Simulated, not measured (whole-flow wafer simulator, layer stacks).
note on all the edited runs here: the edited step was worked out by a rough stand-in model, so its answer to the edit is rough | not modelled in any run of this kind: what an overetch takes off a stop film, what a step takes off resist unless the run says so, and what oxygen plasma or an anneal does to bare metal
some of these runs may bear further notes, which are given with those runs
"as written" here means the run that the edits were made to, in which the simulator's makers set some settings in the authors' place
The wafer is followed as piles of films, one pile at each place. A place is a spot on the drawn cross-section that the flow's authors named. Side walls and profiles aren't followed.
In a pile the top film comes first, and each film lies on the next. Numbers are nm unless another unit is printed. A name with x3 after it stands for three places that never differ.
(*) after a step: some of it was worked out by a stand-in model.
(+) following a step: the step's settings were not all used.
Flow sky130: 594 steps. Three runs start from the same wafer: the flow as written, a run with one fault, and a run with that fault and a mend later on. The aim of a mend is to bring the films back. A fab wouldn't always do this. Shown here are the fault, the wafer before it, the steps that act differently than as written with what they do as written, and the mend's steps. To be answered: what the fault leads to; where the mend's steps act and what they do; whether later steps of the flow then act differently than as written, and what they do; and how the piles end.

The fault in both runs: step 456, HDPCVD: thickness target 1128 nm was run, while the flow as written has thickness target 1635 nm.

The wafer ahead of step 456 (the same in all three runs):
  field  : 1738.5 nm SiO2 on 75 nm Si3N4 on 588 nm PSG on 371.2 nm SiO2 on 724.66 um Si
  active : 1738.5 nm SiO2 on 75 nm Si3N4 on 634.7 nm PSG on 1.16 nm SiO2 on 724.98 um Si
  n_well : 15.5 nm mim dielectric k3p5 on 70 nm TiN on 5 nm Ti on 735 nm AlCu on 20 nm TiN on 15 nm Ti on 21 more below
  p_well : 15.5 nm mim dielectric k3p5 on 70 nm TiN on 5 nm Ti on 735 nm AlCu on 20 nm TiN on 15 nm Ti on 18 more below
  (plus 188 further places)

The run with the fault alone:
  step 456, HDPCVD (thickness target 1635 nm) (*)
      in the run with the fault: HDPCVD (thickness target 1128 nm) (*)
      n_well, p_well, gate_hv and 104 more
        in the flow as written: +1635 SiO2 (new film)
        in the run with the fault: +1128 SiO2 (new film)
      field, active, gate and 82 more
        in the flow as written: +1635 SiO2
        in the run with the fault: +1128 SiO2
  Later steps of the flow acting differently than as written (20 other steps are not shown; they differ only slightly, by no more than 2% or 0.5 nm, whichever is larger):
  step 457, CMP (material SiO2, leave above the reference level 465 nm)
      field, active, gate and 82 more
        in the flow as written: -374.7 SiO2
        in the run with the fault: nothing
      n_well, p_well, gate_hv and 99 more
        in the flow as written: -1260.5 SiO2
        in the run with the fault: -753.5 SiO2
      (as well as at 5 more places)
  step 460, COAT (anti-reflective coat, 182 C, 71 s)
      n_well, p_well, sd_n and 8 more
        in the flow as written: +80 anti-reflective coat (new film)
        in the run with the fault: +3 anti-reflective coat (new film)
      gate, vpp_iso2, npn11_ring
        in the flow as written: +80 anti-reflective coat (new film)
        in the run with the fault: +74.3 anti-reflective coat (new film)
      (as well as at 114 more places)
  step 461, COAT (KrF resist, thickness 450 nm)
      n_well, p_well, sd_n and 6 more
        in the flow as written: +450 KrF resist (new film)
        in the run with the fault: +391.1 KrF resist (new film)
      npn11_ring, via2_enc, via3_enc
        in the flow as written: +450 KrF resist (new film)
        in the run with the fault: +405 KrF resist (new film)
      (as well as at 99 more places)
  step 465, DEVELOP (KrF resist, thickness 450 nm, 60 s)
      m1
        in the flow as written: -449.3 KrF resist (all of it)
        in the run with the fault: -434.9 KrF resist (all of it)
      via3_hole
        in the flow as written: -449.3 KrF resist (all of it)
        in the run with the fault: -403.2 KrF resist (all of it)
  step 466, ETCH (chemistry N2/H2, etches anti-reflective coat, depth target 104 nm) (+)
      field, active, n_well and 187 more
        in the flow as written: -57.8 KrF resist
        in the run with the fault: -6.54 KrF resist
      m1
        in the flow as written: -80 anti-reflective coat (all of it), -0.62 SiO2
        in the run with the fault: -7.85 anti-reflective coat (all of it), -0.1 SiO2
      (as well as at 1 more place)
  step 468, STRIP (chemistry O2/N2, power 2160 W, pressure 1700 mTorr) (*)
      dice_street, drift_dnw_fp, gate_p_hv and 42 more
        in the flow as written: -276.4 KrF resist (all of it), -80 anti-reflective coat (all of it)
        in the run with the fault: -327.7 KrF resist (all of it), -80 anti-reflective coat (all of it)
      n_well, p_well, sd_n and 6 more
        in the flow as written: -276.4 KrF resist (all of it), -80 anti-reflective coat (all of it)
        in the run with the fault: -268.9 KrF resist (all of it), -3 anti-reflective coat (all of it)
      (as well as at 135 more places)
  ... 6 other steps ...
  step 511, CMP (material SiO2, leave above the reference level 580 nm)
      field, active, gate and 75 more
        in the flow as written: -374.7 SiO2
        in the run with the fault: -393.2 SiO2
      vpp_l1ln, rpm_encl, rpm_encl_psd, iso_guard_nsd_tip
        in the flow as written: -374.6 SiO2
        in the run with the fault: -393.2 SiO2
  At field, active, gate and 84 more, the piles at the end differ from the flow's by more than 2% or 0.5 nm, whichever is larger.
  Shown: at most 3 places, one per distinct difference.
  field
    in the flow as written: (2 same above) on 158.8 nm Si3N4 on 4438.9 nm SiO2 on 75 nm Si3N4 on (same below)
    in the run with the fault: (2 same above) on 158.8 nm Si3N4 on 1451.3 nm SiO2 on 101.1 nm W on 20 nm TiN on 2866.5 nm SiO2 on 75 nm Si3N4 on (same below)
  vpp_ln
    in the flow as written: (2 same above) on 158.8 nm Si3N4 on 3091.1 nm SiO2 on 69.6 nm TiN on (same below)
    in the run with the fault: (2 same above) on 158.8 nm Si3N4 on 1451.3 nm SiO2 on 101.1 nm W on 20 nm TiN on 1518.7 nm SiO2 on 69.6 nm TiN on (same below)
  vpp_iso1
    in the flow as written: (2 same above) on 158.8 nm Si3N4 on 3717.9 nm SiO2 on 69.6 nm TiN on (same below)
    in the run with the fault: (2 same above) on 158.8 nm Si3N4 on 1451.3 nm SiO2 on 101.1 nm W on 20 nm TiN on 2145.5 nm SiO2 on 69.6 nm TiN on (same below)

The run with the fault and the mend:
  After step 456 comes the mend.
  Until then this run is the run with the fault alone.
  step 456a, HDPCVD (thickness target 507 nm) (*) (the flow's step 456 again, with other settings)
      field, active, n_well and 189 more
        +507 SiO2
  Later steps of the flow that are run all act as written at every place that is followed.
  The piles end the same as the flow's at every place that both follow.
